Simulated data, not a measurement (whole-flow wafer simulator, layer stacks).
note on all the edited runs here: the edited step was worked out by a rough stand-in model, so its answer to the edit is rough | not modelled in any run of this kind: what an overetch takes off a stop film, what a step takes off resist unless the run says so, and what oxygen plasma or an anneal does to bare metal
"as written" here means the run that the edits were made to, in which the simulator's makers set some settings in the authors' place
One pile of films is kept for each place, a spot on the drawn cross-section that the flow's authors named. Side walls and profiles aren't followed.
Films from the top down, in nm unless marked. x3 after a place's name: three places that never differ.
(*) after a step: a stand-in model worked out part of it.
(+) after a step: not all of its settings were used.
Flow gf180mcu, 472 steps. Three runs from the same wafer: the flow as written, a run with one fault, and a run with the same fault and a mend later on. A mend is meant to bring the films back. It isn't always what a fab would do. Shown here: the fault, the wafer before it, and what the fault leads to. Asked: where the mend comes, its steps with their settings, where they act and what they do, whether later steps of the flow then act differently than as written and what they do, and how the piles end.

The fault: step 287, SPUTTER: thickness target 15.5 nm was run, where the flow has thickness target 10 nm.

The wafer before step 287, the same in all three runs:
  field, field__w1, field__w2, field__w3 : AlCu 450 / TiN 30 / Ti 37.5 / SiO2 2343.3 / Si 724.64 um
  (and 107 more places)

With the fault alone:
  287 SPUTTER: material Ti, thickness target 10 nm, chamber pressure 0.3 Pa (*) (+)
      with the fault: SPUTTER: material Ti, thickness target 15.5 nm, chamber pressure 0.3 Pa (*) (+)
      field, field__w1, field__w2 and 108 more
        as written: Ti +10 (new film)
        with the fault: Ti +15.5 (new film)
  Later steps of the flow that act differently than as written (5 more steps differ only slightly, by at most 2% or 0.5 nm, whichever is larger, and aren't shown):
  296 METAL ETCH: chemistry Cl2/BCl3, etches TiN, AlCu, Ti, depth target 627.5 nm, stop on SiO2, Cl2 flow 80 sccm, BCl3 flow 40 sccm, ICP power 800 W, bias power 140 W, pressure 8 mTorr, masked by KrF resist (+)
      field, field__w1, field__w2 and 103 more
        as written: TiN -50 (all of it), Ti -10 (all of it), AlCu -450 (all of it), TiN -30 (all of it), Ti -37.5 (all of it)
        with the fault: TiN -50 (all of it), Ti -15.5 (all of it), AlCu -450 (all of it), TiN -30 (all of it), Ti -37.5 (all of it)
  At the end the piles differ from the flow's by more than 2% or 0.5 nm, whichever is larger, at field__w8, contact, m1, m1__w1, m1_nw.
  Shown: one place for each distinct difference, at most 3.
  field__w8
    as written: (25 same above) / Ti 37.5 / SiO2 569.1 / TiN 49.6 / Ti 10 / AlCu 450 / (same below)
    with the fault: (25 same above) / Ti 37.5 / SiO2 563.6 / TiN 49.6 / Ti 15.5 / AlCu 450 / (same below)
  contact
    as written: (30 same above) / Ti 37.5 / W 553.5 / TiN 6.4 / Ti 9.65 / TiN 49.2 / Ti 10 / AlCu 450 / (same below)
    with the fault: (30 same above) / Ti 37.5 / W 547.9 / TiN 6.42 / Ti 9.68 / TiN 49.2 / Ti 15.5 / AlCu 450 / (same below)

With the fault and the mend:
  The mend comes after step 287.
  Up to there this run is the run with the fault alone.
  287a METAL ETCH: chemistry Cl2/BCl3, etches TiN, AlCu, Ti, depth target 5.5 nm, Cl2 flow 80 sccm, BCl3 flow 40 sccm, ICP power 800 W, bias power 140 W, pressure 8 mTorr (the flow's step 260 once more, with other settings)
      field, field__w1, field__w2 and 108 more
        Ti -5.5
  No later step of the flow acts differently than as written at any place that is followed.
  At the end the piles are the same as the flow's at every place that both follow.
